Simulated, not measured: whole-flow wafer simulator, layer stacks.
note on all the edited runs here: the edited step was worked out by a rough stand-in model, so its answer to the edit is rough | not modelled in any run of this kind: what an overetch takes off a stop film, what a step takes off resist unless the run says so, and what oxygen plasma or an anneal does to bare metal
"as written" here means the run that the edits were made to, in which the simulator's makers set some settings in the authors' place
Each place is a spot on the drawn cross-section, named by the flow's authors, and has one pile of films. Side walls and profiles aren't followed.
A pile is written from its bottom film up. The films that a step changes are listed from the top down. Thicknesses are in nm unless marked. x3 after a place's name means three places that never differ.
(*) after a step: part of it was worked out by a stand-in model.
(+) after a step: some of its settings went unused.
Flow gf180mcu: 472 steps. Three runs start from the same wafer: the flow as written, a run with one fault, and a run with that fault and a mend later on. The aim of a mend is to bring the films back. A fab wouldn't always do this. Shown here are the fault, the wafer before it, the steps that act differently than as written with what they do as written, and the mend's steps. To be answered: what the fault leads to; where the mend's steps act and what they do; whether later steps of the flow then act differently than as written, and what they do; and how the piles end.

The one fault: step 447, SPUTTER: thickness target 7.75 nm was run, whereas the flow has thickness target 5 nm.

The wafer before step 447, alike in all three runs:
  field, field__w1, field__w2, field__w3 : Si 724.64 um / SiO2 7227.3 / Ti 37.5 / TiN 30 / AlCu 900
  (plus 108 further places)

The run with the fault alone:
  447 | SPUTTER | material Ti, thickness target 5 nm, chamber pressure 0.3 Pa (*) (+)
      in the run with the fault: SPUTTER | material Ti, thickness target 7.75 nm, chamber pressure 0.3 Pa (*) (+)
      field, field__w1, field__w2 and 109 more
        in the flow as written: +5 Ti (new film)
        in the run with the fault: +7.75 Ti (new film)
  Steps later in the flow that act otherwise than as written (5 other steps are not shown; they differ only slightly, by no more than 2% or 0.5 nm, whichever is larger):
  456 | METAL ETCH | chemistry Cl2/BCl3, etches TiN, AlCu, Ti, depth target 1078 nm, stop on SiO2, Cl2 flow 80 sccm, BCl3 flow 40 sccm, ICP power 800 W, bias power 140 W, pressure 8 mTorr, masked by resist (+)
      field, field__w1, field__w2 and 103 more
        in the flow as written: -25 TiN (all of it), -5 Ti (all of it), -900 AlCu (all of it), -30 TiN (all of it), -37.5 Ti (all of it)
        in the run with the fault: -25 TiN (all of it), -7.75 Ti (all of it), -900 AlCu (all of it), -30 TiN (all of it), -37.5 Ti (all of it)
  The piles end different from the flow's at field__w8, contact, m1, m1__w1, pad, m1_nw by more than 2% or 0.5 nm, whichever is larger.
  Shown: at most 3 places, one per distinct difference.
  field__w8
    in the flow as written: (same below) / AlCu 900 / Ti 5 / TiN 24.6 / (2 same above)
    in the run with the fault: (same below) / AlCu 900 / Ti 7.75 / TiN 24.6 / (2 same above)
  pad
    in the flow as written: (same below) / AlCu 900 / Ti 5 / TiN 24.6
    in the run with the fault: (same below) / AlCu 900 / Ti 7.75 / TiN 24.6

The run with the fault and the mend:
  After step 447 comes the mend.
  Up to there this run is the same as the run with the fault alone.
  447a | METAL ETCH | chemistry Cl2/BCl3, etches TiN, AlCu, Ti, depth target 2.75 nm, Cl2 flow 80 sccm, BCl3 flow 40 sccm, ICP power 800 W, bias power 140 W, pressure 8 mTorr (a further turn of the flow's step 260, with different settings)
      field, field__w1, field__w2 and 109 more
        -2.75 Ti
  Every later step of the flow that is run acts as written at every place that is followed.
  At every place that both follow, the piles at the end match the flow's.
